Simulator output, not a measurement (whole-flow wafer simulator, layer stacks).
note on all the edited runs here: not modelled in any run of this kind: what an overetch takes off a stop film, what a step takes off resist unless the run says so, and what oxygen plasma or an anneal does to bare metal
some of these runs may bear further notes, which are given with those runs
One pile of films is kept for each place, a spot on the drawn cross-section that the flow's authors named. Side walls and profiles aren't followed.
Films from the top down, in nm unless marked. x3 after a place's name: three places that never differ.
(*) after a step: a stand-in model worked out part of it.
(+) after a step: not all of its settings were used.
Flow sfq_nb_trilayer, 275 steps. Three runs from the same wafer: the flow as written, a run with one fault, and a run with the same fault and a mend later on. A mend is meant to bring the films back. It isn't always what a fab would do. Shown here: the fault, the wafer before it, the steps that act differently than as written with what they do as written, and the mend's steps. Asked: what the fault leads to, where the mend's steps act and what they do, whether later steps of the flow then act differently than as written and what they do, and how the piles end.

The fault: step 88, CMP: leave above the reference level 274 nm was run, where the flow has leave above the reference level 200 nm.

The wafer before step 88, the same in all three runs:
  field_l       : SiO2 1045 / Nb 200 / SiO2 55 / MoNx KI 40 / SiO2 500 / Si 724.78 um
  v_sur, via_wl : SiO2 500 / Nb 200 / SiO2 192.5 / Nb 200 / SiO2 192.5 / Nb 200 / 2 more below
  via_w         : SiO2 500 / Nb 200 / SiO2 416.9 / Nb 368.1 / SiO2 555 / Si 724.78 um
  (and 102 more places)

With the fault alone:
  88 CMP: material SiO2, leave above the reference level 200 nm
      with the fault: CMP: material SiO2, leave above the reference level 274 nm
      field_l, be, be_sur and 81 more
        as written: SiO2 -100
        with the fault: SiO2 -26
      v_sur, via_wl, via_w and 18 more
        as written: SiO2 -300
        with the fault: SiO2 -226
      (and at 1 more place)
  Later steps of the flow that act differently than as written (4 more steps differ only slightly, by at most 2% or 0.5 nm, whichever is larger, and aren't shown):
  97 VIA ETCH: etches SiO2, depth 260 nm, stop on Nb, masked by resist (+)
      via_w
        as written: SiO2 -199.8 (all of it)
        with the fault: SiO2 -260
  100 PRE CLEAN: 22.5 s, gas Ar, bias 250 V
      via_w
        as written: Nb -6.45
        with the fault: SiO2 -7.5
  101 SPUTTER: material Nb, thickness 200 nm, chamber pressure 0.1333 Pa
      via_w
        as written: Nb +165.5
        with the fault: Nb +152.6 (new film)
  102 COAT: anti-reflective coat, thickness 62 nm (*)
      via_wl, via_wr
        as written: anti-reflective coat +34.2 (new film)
        with the fault: anti-reflective coat +23 (new film)
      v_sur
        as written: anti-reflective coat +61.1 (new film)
        with the fault: anti-reflective coat +55.7 (new film)
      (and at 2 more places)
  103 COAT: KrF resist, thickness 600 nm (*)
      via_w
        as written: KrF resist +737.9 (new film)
        with the fault: KrF resist +794 (new film)
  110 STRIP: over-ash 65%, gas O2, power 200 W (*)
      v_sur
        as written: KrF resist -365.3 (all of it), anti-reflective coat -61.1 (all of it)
        with the fault: KrF resist -362.3 (all of it), anti-reflective coat -55.7 (all of it)
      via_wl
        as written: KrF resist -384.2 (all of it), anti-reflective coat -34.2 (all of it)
        with the fault: KrF resist -383.9 (all of it), anti-reflective coat -23 (all of it)
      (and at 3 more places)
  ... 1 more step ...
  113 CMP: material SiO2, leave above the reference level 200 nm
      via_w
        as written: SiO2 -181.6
        with the fault: SiO2 -157.1
  At the end the piles differ from the flow's by more than 2% or 0.5 nm, whichever is larger, at field_l, v_sur, via_wl and 103 more.
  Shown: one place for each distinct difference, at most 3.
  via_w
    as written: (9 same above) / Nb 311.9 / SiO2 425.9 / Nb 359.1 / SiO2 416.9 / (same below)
    with the fault: (9 same above) / Nb 311.9 / SiO2 500.1 / Nb 152.6 / SiO2 6.34 / Nb 200 / SiO2 416.9 / (same below)
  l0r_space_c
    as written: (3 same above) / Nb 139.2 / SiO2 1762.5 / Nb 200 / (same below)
    with the fault: (3 same above) / Nb 139.2 / SiO2 1836.5 / Nb 200 / (same below)
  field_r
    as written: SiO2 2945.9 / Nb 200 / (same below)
    with the fault: SiO2 3019.9 / Nb 200 / (same below)

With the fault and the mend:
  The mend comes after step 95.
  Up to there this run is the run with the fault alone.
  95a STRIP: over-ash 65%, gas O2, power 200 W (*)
      field_l, v_sur, via_wl and 102 more
        KrF resist -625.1 (all of it), anti-reflective coat -62 (all of it)
      via_w
        anti-reflective coat -62 (all of it)
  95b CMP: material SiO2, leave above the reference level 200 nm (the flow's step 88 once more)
      field_l, v_sur, via_wl and 103 more
        SiO2 -74
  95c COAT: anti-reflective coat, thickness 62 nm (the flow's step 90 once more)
      field_l, v_sur, via_wl and 103 more
        anti-reflective coat +62 (new film)
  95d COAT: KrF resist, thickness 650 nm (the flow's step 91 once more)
      field_l, v_sur, via_wl and 103 more
        KrF resist +650 (new film)
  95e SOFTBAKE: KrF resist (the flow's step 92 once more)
      changes no film at any place that is followed
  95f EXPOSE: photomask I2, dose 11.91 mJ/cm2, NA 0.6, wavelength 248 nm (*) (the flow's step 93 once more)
      changes no film at any place that is followed
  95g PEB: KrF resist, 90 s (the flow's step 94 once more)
      field_l, v_sur, via_wl and 103 more
        KrF resist -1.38
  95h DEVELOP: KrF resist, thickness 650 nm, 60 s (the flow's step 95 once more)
      field_l, v_sur, via_wl and 102 more
        KrF resist -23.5
      via_w
        KrF resist -648.6 (all of it)
  No later step of the flow acts differently than as written at any place that is followed.
  At the end the piles are the same as the flow's at every place that both follow.
